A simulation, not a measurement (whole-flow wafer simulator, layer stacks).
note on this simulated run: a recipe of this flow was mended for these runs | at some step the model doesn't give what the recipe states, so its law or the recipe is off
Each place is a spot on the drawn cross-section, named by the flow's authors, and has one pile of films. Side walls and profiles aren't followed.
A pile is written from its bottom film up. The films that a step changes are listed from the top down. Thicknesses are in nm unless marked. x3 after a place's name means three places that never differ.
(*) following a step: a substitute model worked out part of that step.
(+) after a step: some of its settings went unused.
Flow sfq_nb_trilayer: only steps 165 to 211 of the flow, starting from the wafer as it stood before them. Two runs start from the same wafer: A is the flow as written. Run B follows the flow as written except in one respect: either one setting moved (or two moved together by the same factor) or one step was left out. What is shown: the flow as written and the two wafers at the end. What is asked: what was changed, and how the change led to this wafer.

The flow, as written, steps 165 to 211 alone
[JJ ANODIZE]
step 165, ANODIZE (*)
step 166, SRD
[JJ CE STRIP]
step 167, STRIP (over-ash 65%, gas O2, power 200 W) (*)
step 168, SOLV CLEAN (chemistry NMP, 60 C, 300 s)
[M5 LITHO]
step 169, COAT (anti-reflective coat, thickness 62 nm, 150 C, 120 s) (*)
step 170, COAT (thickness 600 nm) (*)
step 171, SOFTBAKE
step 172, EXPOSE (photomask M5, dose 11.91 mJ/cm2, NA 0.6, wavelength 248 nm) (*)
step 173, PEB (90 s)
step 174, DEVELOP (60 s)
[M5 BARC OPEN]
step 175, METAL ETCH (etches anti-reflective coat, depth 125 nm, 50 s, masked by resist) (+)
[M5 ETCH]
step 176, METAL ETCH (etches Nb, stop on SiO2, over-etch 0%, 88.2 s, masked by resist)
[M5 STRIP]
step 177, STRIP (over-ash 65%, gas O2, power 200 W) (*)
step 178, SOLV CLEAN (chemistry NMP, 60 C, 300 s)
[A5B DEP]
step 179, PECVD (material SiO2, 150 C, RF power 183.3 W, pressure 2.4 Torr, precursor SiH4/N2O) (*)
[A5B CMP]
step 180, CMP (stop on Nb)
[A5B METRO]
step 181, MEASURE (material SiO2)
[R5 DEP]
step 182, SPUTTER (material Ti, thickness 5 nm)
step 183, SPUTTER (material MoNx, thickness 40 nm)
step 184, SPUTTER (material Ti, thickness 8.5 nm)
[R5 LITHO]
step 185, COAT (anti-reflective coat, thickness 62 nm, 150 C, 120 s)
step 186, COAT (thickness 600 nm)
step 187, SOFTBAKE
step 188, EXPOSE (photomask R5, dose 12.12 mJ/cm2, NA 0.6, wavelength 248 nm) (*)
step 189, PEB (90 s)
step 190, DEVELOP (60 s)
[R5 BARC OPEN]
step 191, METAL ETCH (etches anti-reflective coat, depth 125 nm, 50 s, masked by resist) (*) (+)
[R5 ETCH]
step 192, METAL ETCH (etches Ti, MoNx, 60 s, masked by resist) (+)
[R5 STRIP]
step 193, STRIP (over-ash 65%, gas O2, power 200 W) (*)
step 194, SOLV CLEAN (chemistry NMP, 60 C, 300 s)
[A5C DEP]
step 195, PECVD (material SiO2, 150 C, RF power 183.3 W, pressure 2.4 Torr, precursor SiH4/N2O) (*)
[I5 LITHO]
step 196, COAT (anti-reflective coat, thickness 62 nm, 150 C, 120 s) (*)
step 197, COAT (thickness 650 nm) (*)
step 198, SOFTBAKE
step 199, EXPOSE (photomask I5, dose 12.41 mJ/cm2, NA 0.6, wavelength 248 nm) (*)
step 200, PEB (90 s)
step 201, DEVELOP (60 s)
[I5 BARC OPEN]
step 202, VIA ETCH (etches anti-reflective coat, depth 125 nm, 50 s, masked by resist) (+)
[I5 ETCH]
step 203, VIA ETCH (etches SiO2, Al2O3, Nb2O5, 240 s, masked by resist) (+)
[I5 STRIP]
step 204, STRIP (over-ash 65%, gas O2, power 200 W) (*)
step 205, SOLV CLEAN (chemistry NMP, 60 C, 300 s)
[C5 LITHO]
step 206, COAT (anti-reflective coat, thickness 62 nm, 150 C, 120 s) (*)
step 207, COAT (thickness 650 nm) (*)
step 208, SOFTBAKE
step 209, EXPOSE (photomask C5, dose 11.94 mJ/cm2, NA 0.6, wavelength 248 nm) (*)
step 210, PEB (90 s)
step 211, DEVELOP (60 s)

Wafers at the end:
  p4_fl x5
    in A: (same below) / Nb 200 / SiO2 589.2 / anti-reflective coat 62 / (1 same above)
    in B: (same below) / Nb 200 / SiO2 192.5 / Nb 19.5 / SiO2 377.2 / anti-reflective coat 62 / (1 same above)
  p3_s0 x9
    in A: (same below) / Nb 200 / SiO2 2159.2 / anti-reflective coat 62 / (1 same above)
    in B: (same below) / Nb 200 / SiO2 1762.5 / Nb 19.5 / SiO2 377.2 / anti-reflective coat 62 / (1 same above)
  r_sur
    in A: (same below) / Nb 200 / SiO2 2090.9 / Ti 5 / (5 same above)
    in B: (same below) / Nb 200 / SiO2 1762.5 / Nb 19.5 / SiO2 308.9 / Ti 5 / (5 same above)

Cause: step 176, METAL ETCH: 54 s was run, while the flow as written has 88.2 s.

How this came from the change, step by step:
  step 176, METAL ETCH (etches Nb, stop on SiO2, over-etch 0%, 88.2 s, masked by resist)
      field_l, res, r_end and 47 more: A -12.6 Al2O3 (all of it), -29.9 Nb2O5 (all of it), -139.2 Nb (all of it), -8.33 SiO2 | B -12.6 Al2O3 (all of it), -29.9 Nb2O5 (all of it), -119.7 Nb
      r_sur, wl_a_m6: A -12.5 Al2O3 (all of it), -29.9 Nb2O5 (all of it), -139.2 Nb (all of it), -8.33 SiO2 | B -12.5 Al2O3 (all of it), -29.9 Nb2O5 (all of it), -119.8 Nb
      (also at 54 further places)
  step 177, STRIP (over-ash 65%, gas O2, power 200 W) (*)
      l0r_line_l x3, l0r_space_c x19, m0r_space_l x2 and 6 more: A -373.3 KrF-resist-other-grade (all of it), -62 anti-reflective coat (all of it) | B -424.7 KrF-resist-other-grade (all of it), -62 anti-reflective coat (all of it)
      v_sur: A -366.5 KrF-resist-other-grade (all of it), -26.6 anti-reflective coat (all of it) | B -417.8 KrF-resist-other-grade (all of it), -26.6 anti-reflective coat (all of it)
      (also at 22 further places)
  step 179, PECVD (material SiO2, 150 C, RF power 183.3 W, pressure 2.4 Torr, precursor SiH4/N2O) (*)
      field_l, lsp_m, ln_m6 and 44 more: A +600 SiO2 | B +600 SiO2 (new film)
      r_sur, res, r_end, moat, field_r, lsp_l: A +593.1 SiO2 | B +600 SiO2 (new film)
  step 180, CMP (stop on Nb)
      field_l, lsp_m, ln_m6 and 44 more: A -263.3 SiO2 | B -291.1 SiO2
      r_sur, res, r_end, moat, field_r, lsp_l: A -256.4 SiO2 | B -291.1 SiO2
If metal films that touch count as one body, p4_fl x5 has 3 bodies (between them, from the top down: SiO2 192.5; SiO2 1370); the flow as written gives 2 bodies (between them, from the top down: SiO2 1370).
If metal films that touch count as one body, p3_s0 x9 has 2 bodies (between them, from the top down: SiO2 1762.5); the flow as written gives 1 body.
If metal films that touch count as one body, r_sur has 3 bodies (between them, from the top down: SiO2 308.9; SiO2 1762.5); the flow as written gives 2 bodies (between them, from the top down: SiO2 2090.9).
